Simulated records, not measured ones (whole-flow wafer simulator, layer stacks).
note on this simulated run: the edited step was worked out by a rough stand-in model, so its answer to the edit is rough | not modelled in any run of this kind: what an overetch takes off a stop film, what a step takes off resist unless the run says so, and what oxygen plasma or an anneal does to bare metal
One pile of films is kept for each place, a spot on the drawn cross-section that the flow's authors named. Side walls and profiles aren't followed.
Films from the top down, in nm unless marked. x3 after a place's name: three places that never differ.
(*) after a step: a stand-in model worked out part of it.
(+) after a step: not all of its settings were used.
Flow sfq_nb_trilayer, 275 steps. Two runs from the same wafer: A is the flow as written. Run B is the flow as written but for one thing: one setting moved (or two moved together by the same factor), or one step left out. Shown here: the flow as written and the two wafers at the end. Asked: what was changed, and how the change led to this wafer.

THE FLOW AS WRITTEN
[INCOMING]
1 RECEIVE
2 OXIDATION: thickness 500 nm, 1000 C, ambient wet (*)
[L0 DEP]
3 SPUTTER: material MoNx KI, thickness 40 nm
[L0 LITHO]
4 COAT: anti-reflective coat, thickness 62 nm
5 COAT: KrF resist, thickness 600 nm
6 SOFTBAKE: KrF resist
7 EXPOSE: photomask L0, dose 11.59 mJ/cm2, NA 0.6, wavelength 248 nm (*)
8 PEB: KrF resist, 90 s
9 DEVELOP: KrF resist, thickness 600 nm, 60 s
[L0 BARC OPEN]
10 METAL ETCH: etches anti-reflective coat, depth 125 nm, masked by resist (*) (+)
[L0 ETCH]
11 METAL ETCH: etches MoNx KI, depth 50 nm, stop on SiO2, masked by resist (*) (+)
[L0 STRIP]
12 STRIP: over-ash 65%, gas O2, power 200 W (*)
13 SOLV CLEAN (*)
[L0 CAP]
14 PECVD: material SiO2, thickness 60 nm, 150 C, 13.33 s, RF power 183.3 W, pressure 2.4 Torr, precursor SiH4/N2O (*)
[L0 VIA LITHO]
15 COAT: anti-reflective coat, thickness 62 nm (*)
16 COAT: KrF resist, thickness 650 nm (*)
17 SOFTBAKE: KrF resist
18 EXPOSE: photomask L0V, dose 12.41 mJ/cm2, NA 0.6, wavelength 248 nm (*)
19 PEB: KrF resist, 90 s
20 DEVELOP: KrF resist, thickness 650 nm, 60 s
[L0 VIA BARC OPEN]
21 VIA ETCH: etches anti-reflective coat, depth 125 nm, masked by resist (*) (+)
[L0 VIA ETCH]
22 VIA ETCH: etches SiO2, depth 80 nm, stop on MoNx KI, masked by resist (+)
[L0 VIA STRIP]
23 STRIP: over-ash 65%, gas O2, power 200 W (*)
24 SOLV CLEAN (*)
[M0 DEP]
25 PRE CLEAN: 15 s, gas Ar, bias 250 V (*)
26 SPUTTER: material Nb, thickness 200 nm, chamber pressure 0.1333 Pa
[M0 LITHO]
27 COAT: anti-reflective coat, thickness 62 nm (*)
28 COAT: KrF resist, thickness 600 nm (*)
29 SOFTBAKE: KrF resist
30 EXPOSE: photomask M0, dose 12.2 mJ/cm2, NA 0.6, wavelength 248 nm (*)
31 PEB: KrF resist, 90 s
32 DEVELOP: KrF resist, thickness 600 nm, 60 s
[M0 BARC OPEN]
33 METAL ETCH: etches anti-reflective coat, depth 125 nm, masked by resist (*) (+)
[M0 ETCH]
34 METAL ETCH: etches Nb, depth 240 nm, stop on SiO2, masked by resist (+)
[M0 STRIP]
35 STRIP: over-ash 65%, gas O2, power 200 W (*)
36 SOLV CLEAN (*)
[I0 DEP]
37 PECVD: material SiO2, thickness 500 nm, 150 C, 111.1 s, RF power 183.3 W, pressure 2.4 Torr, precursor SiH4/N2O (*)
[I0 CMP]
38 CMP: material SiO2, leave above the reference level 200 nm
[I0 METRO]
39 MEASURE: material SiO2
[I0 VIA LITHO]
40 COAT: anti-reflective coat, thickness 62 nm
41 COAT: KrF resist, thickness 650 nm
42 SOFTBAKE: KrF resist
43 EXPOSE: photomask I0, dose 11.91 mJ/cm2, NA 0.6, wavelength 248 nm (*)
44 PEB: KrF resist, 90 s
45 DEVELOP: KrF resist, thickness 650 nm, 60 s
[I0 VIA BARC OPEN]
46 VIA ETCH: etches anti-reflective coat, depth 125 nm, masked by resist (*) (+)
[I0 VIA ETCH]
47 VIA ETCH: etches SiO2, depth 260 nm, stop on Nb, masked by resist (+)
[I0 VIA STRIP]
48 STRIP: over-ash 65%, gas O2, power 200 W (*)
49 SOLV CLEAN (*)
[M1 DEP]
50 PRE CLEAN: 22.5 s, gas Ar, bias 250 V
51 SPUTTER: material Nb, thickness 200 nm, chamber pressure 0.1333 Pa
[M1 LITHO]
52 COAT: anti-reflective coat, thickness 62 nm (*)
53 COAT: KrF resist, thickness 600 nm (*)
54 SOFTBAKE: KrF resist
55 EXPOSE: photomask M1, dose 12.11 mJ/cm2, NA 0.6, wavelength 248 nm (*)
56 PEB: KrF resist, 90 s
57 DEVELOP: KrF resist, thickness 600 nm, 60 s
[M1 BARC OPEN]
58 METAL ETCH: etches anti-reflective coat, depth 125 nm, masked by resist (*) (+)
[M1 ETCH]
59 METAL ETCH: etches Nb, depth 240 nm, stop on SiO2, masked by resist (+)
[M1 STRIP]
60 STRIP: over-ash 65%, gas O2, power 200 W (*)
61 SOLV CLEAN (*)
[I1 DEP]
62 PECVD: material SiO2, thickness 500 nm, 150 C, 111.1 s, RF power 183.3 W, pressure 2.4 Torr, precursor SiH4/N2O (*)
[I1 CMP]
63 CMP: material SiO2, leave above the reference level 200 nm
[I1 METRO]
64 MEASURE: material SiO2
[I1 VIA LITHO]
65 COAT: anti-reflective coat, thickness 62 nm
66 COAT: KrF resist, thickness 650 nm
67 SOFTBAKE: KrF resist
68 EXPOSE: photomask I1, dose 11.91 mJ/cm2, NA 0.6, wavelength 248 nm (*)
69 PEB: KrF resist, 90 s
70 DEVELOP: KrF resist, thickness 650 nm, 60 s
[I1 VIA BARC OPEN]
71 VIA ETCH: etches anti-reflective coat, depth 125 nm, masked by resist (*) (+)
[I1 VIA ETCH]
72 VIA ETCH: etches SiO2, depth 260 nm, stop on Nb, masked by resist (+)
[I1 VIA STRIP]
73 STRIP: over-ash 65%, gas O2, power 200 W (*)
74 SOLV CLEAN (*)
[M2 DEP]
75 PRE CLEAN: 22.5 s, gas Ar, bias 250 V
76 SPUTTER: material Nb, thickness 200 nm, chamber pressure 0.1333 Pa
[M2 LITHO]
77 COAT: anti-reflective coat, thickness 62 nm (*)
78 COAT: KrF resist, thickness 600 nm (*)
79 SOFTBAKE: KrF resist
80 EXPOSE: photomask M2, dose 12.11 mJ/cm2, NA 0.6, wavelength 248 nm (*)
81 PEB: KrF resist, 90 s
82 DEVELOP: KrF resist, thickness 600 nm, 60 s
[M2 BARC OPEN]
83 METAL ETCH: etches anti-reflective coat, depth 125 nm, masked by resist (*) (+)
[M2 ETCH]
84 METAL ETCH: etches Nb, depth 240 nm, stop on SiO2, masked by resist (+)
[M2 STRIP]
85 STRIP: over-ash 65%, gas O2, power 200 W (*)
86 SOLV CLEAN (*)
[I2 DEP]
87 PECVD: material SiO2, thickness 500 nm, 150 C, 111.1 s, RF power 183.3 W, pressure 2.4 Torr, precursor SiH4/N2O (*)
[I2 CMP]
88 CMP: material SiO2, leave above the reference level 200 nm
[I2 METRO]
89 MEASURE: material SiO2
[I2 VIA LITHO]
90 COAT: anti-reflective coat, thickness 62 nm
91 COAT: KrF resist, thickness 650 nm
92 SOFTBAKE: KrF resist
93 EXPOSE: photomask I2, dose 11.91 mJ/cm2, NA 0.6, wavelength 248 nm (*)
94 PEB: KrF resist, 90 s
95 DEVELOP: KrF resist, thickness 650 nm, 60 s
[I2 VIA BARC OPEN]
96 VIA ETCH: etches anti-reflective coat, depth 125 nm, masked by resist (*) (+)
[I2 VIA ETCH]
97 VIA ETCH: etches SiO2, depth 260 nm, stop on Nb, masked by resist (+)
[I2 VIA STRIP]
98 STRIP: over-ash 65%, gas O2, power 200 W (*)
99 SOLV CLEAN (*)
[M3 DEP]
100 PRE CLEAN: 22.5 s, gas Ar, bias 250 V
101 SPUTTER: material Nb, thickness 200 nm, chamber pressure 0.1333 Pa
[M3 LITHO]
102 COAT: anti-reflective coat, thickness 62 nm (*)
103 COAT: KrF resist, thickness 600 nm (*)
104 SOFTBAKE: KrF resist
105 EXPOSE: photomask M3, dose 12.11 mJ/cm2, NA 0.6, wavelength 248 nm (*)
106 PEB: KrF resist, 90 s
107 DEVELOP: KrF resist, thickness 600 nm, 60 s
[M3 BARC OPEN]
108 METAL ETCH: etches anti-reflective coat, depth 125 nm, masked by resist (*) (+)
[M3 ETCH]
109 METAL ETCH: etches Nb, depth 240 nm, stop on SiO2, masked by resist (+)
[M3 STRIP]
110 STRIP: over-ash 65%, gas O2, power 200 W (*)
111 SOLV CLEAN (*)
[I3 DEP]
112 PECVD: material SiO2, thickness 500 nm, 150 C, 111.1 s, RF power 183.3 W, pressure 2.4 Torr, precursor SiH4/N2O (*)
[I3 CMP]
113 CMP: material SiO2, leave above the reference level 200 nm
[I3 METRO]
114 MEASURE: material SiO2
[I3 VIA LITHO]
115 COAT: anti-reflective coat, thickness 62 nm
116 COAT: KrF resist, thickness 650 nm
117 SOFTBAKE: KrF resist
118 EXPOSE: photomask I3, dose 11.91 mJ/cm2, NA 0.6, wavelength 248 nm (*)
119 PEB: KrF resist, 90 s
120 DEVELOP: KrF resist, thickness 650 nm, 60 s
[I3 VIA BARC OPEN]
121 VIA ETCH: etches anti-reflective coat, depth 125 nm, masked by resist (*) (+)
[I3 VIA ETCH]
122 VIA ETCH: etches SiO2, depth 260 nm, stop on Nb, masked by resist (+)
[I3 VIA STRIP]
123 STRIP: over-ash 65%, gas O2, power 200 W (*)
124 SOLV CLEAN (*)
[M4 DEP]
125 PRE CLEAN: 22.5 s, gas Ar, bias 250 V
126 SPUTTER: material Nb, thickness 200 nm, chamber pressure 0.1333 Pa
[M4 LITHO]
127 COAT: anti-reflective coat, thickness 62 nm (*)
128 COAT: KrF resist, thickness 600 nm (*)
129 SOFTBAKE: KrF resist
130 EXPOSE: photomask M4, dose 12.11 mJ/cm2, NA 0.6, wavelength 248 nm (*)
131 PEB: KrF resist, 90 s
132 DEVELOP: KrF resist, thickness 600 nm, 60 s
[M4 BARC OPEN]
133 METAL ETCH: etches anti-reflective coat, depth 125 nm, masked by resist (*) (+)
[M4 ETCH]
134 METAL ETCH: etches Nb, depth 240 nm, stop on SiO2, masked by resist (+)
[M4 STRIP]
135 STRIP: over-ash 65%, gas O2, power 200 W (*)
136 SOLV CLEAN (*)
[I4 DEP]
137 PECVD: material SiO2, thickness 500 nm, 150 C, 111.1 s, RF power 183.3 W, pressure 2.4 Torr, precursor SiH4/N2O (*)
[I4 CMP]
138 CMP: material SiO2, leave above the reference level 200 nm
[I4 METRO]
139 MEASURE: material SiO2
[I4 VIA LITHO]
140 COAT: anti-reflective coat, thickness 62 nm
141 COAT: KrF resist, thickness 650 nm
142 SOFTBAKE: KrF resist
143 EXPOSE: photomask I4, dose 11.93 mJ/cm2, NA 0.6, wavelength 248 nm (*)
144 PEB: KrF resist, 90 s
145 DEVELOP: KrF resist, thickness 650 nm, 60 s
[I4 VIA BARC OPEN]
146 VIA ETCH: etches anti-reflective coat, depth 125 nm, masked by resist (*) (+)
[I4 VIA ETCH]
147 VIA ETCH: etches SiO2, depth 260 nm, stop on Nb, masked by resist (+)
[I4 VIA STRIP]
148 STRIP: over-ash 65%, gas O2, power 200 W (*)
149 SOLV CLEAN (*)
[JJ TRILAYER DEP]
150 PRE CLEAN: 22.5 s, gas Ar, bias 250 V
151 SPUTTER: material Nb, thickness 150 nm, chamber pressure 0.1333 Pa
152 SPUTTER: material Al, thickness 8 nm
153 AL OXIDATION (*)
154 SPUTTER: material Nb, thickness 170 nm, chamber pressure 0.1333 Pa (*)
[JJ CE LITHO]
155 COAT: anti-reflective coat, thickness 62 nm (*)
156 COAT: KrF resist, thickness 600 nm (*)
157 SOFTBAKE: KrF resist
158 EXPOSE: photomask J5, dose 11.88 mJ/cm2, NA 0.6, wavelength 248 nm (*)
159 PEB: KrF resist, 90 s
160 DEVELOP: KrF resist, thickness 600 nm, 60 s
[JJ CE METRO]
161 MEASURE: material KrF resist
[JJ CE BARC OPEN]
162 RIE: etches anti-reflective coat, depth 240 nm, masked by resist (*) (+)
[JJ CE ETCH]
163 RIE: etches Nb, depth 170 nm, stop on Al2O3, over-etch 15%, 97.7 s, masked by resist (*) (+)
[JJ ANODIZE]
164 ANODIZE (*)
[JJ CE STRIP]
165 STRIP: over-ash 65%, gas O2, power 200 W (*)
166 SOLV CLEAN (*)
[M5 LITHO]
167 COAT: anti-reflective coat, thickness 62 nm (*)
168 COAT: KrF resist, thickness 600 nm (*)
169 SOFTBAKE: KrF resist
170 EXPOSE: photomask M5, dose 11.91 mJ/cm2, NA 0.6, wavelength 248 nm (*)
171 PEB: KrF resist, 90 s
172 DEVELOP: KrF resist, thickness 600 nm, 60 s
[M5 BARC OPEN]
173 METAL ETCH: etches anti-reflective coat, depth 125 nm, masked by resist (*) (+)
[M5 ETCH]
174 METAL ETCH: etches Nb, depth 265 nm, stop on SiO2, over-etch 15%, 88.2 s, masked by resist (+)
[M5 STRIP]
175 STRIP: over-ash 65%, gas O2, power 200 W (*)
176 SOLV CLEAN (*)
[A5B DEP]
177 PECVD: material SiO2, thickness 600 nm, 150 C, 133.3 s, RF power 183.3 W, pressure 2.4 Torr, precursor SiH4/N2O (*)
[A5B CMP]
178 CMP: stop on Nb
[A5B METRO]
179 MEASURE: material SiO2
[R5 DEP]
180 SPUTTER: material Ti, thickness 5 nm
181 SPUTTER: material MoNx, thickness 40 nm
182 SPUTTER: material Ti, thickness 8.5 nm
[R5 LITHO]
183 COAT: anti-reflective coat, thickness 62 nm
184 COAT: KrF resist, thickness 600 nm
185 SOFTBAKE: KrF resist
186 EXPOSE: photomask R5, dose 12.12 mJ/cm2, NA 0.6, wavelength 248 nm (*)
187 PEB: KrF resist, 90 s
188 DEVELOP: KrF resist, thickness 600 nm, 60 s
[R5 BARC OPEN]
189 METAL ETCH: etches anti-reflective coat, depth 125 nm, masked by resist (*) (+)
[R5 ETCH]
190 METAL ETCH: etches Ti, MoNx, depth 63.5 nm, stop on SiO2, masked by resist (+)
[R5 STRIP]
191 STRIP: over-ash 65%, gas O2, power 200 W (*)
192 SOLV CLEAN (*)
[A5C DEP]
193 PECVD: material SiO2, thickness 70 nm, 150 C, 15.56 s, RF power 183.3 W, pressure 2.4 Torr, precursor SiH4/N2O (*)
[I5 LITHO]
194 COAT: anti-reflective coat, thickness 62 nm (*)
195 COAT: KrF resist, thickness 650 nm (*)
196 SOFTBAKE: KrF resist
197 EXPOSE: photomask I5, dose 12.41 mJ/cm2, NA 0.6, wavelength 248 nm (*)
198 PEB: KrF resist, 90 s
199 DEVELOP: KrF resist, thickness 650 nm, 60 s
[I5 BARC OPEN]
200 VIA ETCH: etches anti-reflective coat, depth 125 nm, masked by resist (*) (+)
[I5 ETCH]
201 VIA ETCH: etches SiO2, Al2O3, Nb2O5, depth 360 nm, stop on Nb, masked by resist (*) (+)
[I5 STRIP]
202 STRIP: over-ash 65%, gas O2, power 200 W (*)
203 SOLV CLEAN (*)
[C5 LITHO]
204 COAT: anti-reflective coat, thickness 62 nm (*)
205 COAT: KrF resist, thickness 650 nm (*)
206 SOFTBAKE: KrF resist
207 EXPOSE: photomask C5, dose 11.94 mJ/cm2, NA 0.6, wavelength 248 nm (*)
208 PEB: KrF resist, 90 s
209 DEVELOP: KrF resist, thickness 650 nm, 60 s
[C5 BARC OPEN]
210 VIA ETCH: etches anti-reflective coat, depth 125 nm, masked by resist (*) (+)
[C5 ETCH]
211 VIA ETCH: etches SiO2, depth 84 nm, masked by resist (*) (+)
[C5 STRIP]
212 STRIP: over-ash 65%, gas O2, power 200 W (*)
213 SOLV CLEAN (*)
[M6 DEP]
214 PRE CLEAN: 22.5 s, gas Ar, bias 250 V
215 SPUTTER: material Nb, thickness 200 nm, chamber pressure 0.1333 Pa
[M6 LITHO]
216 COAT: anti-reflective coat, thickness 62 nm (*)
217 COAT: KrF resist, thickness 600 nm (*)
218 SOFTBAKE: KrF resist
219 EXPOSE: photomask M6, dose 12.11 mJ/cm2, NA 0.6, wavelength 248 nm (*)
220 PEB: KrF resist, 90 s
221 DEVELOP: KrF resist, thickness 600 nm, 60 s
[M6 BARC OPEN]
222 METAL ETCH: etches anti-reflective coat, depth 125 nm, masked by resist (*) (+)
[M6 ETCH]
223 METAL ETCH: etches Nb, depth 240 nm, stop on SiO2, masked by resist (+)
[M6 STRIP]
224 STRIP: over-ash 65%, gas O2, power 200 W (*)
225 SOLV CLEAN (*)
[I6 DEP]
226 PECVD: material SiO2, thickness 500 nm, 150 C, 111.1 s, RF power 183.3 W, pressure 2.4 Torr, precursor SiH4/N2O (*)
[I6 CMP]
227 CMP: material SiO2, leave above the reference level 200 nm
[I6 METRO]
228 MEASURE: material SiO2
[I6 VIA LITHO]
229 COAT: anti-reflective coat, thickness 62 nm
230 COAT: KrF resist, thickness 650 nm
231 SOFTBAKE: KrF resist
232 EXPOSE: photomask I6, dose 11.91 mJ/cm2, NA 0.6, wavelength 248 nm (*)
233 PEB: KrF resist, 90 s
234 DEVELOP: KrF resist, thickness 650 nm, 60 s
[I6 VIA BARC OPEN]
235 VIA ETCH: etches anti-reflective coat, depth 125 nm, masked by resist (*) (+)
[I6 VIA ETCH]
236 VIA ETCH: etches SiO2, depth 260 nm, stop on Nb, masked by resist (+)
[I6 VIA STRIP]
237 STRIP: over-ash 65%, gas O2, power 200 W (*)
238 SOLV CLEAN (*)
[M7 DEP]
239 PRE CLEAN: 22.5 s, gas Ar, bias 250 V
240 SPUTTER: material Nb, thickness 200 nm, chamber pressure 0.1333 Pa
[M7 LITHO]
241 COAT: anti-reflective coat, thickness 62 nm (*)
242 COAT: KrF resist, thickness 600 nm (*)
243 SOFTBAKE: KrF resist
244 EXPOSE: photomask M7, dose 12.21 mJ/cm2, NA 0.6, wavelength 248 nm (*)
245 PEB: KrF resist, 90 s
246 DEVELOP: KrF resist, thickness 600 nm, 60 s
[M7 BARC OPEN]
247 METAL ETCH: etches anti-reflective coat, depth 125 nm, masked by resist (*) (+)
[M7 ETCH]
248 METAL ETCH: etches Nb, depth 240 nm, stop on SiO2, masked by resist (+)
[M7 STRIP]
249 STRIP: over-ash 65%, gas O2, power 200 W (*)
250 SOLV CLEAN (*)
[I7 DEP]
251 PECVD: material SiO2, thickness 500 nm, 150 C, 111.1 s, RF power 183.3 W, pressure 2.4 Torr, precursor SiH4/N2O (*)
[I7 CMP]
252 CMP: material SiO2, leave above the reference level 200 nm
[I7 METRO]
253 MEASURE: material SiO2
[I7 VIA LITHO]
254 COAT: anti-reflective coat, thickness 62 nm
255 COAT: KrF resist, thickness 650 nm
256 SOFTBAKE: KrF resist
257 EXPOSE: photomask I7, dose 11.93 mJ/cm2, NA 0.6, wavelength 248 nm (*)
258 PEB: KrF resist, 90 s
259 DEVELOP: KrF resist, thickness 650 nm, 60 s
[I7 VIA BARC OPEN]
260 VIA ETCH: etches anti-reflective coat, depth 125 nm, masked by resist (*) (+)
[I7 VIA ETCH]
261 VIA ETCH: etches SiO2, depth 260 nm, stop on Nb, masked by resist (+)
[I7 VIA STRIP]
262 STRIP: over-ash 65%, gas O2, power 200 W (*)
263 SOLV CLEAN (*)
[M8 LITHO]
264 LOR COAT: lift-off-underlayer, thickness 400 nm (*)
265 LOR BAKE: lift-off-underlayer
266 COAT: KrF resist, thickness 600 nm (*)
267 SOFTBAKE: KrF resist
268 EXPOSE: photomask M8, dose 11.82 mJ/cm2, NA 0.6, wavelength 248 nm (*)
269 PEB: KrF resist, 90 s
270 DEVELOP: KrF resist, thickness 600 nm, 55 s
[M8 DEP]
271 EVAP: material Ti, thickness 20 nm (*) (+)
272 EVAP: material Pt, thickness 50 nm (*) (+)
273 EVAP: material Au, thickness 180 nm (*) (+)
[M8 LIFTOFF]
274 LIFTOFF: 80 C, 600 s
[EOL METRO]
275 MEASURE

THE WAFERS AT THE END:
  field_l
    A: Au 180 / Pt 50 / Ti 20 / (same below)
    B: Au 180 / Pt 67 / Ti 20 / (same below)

The cause: step 272, EVAP: thickness 67 nm was run, where the flow has thickness 50 nm.
It can be read off the wafer: field_l has Pt 67, and step 272 as written asks for 50 nm.

How the change led to this, step by step:
  272 EVAP: material Pt, thickness 50 nm (*) (+)
      field_l, v_sur, via_wl and 103 more: A Pt +50 (new film) | B Pt +67 (new film)
  274 LIFTOFF: 80 C, 600 s
      p4_fl, p4_fm, p4_w1 and 71 more: A Au -180 (all of it), Pt -50 (all of it), Ti -20 (all of it), KrF resist -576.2 (all of it), lift-off-underlayer -400 (all of it) | B Au -180 (all of it), Pt -67 (all of it), Ti -20 (all of it), KrF resist -576.2 (all of it), lift-off-underlayer -400 (all of it)
      c5j, ce_r: A Au -180 (all of it), Pt -50 (all of it), Ti -20 (all of it), KrF resist -573.3 (all of it), lift-off-underlayer -399.3 (all of it) | B Au -180 (all of it), Pt -67 (all of it), Ti -20 (all of it), KrF resist -573.3 (all of it), lift-off-underlayer -399.3 (all of it)
      (and at 19 more places)
